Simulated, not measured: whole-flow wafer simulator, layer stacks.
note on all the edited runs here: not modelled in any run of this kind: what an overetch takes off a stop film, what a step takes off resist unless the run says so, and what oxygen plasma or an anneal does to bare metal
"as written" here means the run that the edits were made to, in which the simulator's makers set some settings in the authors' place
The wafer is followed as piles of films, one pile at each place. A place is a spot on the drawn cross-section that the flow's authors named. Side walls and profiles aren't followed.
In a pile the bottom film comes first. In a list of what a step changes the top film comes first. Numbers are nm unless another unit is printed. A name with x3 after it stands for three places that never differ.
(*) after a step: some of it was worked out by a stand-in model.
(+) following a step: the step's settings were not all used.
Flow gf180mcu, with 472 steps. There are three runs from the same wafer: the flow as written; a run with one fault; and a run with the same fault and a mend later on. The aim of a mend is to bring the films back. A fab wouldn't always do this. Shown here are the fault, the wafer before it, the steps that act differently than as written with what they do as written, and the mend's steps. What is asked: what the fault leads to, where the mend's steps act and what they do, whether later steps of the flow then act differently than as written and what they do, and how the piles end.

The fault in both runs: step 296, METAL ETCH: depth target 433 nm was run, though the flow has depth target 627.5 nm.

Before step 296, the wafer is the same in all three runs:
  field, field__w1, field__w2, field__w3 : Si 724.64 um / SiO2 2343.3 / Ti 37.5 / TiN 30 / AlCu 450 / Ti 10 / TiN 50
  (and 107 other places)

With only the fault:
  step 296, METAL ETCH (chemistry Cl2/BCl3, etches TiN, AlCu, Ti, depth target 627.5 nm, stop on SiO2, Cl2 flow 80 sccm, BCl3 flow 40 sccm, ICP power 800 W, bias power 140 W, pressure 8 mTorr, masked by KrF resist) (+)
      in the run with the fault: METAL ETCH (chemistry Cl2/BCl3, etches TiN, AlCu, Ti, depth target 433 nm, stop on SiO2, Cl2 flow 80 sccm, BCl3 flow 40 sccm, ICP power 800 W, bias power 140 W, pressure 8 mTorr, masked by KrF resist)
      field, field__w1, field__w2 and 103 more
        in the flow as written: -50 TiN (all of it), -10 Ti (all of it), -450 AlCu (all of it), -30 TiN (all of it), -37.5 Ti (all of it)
        in the run with the fault: -50 TiN (all of it), -10 Ti (all of it), -373 AlCu
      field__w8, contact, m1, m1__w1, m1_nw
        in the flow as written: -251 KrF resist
        in the run with the fault: -173.2 KrF resist
  Steps further on in the flow that do not act as written:
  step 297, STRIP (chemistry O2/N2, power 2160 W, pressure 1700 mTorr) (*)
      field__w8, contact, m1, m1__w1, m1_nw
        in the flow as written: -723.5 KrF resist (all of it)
        in the run with the fault: -801.3 KrF resist (all of it)
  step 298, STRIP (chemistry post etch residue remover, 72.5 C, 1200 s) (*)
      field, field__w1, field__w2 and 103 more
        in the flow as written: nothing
        in the run with the fault: -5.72 AlCu
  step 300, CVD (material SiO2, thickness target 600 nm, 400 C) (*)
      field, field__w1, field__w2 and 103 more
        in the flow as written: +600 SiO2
        in the run with the fault: +600 SiO2 (new film)
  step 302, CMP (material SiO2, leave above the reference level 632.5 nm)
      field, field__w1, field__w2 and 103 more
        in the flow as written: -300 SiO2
        in the run with the fault: -438.8 SiO2
  At field, field__w1, field__w2 and 104 more, the piles at the end differ from the flow's by more than 2% or 0.5 nm, whichever is larger.
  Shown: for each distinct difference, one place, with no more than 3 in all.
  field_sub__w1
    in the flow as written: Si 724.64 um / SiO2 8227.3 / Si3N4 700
    in the run with the fault: Si 724.64 um / SiO2 2343.2 / Ti 37.5 / TiN 30 / AlCu 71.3 / SiO2 5745.2 / Si3N4 700
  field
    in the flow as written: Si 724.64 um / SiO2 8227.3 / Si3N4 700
    in the run with the fault: Si 724.64 um / SiO2 2343.3 / Ti 37.5 / TiN 30 / AlCu 71.3 / SiO2 5745.2 / Si3N4 700
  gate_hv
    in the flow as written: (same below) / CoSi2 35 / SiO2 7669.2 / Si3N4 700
    in the run with the fault: (same below) / CoSi2 35 / SiO2 1785.1 / Ti 37.5 / TiN 30 / AlCu 71.3 / SiO2 5745.2 / Si3N4 700

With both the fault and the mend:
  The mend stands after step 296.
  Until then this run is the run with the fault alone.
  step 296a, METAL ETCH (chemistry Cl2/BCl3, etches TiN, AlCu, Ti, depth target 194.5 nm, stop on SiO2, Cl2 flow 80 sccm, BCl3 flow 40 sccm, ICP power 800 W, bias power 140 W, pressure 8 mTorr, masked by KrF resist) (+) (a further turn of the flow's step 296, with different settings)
      field, field__w1, field__w2 and 103 more
        -77 AlCu (all of it), -30 TiN (all of it), -37.5 Ti (all of it)
      field__w8, contact, m1, m1__w1, m1_nw
        -77.8 KrF resist
  None of the later steps of the flow acts differently than as written at any place that is followed.
  The piles end the same as the flow's at every place that both follow.
